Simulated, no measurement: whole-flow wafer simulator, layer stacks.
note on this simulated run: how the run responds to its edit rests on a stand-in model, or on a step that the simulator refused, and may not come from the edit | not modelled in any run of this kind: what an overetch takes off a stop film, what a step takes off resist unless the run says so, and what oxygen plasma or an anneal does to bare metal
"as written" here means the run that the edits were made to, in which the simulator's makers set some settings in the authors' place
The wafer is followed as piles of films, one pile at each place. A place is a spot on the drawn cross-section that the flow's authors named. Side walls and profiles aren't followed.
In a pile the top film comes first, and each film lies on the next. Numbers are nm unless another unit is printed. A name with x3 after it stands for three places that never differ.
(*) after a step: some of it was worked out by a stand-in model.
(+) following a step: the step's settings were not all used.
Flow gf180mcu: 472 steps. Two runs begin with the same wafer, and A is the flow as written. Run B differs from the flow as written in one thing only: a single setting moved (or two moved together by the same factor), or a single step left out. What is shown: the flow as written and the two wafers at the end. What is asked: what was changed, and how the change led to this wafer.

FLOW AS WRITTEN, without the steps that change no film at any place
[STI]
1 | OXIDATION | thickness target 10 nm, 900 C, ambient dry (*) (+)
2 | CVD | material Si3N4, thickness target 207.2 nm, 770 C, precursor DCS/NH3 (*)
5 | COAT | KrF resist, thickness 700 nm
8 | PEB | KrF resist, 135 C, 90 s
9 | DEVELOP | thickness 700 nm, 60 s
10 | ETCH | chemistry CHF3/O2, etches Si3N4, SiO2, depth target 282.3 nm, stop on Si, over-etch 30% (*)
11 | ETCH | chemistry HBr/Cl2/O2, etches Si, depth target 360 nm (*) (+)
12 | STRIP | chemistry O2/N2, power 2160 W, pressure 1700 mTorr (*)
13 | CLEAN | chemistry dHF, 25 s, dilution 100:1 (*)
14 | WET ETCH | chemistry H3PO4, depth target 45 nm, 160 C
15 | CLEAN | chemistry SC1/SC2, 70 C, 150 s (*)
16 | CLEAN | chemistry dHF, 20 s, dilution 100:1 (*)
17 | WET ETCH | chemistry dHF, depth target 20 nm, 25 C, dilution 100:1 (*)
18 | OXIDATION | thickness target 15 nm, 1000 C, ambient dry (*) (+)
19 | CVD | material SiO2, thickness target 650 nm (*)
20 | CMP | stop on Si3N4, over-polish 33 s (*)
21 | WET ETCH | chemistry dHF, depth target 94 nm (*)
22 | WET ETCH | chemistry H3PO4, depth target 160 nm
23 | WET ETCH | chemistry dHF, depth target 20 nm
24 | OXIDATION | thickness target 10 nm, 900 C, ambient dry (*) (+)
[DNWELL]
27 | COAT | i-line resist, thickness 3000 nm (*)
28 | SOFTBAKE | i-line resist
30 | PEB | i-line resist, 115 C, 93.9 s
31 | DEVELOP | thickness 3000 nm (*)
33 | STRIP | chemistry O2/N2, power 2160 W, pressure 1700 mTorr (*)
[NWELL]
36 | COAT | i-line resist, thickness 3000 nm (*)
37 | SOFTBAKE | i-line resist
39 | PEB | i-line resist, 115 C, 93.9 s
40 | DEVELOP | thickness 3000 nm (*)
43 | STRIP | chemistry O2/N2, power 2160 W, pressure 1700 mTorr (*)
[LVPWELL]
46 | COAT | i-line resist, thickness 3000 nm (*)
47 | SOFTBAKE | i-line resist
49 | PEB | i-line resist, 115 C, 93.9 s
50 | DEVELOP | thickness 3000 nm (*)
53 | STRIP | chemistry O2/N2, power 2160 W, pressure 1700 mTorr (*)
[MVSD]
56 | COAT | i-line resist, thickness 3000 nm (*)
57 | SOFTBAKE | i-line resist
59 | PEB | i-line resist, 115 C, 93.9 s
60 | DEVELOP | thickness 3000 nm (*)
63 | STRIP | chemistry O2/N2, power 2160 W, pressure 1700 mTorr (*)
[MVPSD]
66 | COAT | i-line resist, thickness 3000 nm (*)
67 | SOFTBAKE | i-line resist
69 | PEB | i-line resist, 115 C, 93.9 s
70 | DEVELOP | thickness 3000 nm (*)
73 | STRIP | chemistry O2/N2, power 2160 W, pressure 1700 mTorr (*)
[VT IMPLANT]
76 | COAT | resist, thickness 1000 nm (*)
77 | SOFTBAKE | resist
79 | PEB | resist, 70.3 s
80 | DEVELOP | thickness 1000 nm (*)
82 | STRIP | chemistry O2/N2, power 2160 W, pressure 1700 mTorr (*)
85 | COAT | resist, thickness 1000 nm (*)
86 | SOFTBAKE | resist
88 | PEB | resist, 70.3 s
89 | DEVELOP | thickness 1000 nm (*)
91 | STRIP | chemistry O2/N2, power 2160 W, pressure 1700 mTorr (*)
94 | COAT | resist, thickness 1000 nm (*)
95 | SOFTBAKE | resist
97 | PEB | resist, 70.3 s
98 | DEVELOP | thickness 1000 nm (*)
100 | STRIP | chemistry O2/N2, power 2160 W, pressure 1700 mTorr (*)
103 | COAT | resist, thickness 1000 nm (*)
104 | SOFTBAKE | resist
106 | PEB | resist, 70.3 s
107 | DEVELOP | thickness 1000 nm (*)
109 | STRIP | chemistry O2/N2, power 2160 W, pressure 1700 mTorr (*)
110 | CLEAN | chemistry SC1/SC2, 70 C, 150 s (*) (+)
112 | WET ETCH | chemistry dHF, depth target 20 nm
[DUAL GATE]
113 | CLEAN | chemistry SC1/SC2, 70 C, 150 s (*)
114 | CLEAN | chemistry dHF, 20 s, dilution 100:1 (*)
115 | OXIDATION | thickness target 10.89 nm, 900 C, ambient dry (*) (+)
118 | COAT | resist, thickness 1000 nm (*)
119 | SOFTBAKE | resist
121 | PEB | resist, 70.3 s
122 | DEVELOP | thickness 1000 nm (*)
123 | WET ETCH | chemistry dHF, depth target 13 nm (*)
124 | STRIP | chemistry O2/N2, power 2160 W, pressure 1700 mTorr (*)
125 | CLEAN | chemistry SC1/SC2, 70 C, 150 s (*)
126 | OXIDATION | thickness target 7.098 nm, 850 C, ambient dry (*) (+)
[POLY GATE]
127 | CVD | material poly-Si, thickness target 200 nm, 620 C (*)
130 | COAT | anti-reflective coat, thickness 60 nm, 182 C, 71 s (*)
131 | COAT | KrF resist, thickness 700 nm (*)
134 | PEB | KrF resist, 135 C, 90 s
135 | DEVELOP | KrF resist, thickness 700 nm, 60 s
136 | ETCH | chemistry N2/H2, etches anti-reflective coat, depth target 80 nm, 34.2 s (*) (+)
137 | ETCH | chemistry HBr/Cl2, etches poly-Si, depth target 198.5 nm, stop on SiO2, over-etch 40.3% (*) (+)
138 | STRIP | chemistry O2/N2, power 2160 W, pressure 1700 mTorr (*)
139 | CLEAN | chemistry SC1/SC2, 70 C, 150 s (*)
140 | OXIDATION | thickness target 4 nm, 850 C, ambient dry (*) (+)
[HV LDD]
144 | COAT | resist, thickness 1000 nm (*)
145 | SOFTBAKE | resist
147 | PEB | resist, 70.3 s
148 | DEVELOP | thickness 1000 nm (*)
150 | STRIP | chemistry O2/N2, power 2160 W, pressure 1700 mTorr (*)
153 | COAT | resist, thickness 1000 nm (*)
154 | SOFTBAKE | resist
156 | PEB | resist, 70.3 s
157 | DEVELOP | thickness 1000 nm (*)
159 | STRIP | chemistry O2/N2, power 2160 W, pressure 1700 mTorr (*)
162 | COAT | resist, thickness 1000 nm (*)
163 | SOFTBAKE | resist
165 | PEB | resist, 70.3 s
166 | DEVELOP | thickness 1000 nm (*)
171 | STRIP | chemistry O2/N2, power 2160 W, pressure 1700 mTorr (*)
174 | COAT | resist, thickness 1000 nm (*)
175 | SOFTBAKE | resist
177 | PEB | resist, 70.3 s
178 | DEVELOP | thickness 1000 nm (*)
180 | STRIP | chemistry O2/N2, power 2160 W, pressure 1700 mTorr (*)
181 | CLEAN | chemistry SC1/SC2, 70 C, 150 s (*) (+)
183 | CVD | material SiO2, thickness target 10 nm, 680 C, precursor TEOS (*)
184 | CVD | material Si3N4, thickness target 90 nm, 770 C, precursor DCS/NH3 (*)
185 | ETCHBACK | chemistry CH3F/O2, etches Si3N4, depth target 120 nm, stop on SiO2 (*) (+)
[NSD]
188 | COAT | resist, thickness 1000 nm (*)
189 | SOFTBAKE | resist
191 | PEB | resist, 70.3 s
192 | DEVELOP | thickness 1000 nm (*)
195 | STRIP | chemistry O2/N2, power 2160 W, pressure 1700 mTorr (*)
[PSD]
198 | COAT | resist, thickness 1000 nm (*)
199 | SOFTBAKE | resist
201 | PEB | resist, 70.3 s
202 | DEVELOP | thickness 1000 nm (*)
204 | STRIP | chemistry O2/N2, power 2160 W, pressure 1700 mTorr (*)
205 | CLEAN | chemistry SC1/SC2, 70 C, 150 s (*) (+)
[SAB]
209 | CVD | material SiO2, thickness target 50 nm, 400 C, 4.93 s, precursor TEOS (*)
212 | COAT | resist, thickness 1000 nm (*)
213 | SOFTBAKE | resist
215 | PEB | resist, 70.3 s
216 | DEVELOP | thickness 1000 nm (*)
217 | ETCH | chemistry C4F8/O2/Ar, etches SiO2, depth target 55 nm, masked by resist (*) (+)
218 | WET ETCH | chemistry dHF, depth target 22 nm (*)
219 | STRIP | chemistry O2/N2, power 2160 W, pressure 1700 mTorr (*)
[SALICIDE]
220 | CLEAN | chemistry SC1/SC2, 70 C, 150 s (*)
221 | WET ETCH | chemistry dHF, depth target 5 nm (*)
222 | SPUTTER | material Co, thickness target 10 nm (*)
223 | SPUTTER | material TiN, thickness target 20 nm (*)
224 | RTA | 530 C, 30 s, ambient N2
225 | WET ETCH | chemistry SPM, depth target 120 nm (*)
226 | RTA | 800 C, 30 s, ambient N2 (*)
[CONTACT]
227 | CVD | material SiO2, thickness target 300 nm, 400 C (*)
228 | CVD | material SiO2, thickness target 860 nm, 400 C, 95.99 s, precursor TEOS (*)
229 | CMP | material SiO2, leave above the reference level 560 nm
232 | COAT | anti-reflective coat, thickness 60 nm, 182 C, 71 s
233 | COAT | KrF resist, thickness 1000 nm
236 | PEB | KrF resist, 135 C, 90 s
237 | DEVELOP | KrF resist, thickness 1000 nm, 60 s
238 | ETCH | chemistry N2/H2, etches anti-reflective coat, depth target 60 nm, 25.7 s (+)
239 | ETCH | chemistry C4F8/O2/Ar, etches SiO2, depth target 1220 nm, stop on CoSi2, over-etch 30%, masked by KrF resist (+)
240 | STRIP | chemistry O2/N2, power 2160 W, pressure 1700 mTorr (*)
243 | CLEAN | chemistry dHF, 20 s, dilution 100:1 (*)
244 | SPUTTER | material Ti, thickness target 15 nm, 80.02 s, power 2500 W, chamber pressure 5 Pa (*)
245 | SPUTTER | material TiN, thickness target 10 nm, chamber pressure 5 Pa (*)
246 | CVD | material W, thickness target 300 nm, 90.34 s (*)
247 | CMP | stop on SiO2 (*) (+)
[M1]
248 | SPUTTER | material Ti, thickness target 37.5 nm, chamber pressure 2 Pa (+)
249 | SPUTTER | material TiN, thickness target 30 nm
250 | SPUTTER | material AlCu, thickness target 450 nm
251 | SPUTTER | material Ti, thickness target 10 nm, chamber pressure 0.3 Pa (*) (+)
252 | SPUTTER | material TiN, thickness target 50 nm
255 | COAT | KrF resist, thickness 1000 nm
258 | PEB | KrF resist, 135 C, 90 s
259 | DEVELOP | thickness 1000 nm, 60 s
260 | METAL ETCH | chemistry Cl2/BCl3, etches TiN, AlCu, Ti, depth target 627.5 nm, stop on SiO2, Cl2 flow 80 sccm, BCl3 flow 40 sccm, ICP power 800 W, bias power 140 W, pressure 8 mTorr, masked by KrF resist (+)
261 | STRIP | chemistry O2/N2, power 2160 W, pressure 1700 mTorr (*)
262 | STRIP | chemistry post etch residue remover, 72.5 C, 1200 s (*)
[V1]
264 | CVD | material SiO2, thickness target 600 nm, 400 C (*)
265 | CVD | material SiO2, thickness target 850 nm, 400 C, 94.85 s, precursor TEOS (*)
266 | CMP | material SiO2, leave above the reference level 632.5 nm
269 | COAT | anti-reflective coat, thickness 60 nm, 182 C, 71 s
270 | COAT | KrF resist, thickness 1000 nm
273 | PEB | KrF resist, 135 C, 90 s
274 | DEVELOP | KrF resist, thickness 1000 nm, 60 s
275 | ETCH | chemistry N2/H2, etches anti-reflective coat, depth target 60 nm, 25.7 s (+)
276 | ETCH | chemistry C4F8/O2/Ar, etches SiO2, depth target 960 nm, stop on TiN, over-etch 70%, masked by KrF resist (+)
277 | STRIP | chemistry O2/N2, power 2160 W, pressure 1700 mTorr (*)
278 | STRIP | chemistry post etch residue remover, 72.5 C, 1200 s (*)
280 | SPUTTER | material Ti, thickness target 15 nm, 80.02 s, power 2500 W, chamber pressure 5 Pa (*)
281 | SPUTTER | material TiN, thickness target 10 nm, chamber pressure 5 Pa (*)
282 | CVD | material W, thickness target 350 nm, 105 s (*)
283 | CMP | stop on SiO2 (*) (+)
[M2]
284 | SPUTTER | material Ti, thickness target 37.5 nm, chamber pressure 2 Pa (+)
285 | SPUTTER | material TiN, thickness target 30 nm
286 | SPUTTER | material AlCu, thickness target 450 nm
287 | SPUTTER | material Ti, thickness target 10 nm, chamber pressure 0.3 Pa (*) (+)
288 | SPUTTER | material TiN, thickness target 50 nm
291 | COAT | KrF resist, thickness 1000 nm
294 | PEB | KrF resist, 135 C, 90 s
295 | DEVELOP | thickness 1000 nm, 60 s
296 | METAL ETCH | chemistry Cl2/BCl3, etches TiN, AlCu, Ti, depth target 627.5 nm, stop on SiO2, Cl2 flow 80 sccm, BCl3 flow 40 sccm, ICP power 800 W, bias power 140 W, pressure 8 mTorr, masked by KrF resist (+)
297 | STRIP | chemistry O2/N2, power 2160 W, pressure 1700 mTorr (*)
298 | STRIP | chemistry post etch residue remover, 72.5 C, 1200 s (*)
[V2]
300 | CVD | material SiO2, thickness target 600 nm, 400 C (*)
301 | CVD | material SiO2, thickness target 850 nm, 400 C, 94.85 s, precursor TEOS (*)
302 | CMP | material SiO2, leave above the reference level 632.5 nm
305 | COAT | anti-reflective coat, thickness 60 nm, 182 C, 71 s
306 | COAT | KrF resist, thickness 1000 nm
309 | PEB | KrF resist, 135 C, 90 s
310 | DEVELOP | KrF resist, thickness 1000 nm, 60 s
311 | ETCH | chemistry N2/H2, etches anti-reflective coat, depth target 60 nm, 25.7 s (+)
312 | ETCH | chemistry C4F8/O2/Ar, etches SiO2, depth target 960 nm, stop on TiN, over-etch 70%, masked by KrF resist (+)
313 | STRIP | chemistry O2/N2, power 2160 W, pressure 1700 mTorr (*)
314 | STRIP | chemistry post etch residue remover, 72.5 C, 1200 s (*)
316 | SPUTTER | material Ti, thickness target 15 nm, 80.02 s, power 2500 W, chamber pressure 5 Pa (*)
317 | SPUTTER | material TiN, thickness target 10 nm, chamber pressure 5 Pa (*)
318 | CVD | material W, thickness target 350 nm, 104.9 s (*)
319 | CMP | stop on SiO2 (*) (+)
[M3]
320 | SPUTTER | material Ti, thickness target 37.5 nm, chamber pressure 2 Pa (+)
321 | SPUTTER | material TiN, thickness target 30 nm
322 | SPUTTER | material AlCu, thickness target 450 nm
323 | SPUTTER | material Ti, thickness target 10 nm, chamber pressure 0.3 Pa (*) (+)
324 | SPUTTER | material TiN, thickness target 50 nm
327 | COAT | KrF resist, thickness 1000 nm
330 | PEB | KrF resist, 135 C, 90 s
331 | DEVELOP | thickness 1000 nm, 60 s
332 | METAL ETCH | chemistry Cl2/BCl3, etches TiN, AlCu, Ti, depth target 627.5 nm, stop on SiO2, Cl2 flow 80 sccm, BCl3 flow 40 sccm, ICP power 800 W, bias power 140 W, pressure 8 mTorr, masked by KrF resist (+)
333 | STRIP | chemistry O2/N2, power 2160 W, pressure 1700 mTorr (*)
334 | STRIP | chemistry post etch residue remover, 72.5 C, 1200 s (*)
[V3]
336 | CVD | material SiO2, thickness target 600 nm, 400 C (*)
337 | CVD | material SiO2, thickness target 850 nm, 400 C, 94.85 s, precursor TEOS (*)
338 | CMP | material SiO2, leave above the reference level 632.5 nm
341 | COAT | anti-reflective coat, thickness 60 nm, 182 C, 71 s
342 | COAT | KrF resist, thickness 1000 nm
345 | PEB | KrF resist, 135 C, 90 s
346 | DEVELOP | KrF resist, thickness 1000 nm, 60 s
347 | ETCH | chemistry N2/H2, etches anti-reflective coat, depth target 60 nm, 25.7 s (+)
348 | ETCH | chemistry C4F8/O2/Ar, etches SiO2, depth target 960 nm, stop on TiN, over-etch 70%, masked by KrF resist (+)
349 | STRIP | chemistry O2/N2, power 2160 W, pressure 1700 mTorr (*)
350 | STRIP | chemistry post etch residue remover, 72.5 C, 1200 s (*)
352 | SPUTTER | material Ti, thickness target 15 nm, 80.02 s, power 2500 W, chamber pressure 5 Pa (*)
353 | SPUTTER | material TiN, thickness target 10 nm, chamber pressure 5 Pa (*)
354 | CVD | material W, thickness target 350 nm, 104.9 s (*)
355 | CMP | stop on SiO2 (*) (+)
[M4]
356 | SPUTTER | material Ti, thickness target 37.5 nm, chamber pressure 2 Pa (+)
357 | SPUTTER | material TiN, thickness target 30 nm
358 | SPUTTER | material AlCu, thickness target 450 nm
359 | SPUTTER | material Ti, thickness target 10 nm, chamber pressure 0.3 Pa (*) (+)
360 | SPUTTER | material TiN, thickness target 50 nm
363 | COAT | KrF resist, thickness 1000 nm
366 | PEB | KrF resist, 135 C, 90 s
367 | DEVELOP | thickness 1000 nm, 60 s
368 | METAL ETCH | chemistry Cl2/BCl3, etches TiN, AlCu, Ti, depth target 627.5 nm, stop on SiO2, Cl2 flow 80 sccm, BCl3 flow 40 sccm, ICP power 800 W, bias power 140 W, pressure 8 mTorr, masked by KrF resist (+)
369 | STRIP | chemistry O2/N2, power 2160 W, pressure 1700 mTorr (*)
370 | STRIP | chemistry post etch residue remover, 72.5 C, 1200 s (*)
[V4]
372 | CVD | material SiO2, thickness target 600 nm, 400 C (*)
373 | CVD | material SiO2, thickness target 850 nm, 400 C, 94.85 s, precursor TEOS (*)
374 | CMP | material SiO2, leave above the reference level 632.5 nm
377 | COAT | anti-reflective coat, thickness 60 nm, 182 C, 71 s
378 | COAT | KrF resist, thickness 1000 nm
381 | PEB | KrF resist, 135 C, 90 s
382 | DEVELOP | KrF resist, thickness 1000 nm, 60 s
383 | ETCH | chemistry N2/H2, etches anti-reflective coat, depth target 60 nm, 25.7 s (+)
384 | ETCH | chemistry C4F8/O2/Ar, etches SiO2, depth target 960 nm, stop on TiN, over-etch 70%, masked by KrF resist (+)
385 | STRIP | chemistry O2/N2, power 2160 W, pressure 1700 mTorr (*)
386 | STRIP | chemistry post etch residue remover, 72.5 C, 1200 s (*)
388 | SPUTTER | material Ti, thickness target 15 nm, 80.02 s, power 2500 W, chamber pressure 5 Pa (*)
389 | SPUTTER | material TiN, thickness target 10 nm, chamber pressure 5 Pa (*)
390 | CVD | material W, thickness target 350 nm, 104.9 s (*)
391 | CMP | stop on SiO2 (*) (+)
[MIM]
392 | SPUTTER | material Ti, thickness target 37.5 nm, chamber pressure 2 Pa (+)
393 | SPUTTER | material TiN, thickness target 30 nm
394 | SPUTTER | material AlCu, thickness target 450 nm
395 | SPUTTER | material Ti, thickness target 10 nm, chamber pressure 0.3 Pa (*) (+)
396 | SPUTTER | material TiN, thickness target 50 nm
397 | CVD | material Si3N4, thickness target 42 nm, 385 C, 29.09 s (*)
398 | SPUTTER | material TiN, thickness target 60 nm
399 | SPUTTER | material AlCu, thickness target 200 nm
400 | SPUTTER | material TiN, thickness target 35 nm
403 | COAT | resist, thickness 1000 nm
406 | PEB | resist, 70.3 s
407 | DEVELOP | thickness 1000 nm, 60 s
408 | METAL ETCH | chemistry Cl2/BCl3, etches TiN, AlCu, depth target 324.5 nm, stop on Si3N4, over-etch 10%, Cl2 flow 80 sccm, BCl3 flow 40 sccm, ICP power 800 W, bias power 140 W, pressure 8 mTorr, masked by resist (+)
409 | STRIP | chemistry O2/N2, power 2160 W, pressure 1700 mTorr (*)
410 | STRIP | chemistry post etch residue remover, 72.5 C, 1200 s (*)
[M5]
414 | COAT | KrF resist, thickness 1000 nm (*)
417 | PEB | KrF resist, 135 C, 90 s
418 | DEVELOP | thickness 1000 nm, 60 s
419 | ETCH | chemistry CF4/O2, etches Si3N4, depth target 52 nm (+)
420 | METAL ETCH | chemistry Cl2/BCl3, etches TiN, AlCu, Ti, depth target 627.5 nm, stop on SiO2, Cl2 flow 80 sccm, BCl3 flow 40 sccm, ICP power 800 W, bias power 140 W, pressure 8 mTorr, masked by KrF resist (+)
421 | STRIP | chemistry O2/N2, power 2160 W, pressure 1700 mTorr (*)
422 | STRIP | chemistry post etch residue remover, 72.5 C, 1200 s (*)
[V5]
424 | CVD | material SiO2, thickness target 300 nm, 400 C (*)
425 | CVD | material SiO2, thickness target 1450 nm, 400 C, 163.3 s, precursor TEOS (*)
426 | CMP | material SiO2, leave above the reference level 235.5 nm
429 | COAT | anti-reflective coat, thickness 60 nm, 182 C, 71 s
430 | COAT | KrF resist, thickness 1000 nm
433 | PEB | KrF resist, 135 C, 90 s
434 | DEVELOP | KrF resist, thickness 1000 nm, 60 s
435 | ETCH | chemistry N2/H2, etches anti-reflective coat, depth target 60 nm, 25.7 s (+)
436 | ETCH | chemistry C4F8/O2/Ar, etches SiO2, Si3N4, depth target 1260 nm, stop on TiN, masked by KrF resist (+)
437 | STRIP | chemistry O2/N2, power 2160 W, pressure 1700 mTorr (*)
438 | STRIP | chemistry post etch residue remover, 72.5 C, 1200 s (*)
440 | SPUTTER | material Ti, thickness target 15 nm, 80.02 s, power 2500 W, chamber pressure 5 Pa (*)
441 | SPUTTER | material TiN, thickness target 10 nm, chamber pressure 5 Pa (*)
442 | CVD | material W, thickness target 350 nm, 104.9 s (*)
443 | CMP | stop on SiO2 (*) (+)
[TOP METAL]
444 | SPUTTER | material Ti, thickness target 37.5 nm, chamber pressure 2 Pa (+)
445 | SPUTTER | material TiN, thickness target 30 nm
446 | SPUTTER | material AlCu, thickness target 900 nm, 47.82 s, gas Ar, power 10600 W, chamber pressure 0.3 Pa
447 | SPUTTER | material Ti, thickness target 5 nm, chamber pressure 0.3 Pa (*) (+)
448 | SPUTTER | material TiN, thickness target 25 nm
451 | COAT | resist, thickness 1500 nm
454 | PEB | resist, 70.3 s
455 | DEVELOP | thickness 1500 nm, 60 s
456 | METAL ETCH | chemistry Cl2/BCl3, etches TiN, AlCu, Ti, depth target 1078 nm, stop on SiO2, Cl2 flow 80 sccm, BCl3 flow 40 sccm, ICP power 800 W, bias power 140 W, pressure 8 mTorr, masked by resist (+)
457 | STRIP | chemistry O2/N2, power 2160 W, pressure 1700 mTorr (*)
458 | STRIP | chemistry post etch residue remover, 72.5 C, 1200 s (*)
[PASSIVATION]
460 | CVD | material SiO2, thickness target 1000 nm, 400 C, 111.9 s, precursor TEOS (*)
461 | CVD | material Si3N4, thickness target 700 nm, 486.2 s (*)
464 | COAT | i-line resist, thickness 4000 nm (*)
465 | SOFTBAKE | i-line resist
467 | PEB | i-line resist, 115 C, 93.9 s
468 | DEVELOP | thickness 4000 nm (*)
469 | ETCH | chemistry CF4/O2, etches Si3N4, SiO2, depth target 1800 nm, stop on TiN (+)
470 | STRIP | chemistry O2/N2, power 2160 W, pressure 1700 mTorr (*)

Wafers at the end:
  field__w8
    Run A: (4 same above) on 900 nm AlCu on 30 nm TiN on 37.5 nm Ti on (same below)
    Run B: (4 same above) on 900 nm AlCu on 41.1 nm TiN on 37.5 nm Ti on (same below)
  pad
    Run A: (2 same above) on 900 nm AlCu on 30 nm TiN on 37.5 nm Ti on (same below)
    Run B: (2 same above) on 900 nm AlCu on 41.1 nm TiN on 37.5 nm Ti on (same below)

Cause: step 445, SPUTTER: thickness target 41.1 nm was run, while the flow as written has thickness target 30 nm.
The wafer lets one read it off: field__w8 has TiN 41.1, and step 445 as written asks for 30 nm.

How this came from the change, step by step:
  445 | SPUTTER | material TiN, thickness target 30 nm
      field, field__w1, field__w2 and 109 more: A +30 TiN (new film) | B +41.1 TiN (new film)
  456 | METAL ETCH | chemistry Cl2/BCl3, etches TiN, AlCu, Ti, depth target 1078 nm, stop on SiO2, Cl2 flow 80 sccm, BCl3 flow 40 sccm, ICP power 800 W, bias power 140 W, pressure 8 mTorr, masked by resist (+)
      field, field__w1, field__w2 and 103 more: A -25 TiN (all of it), -5 Ti (all of it), -900 AlCu (all of it), -30 TiN (all of it), -37.5 Ti (all of it) | B -25 TiN (all of it), -5 Ti (all of it), -900 AlCu (all of it), -41.1 TiN (all of it), -37.5 Ti (all of it)
  465 | SOFTBAKE | i-line resist
      gate: A +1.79 i-line resist | B -0.28 i-line resist
      field__w11, field__w13: A +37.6 i-line resist | B +31.5 i-line resist
      (and at 57 other places as well)
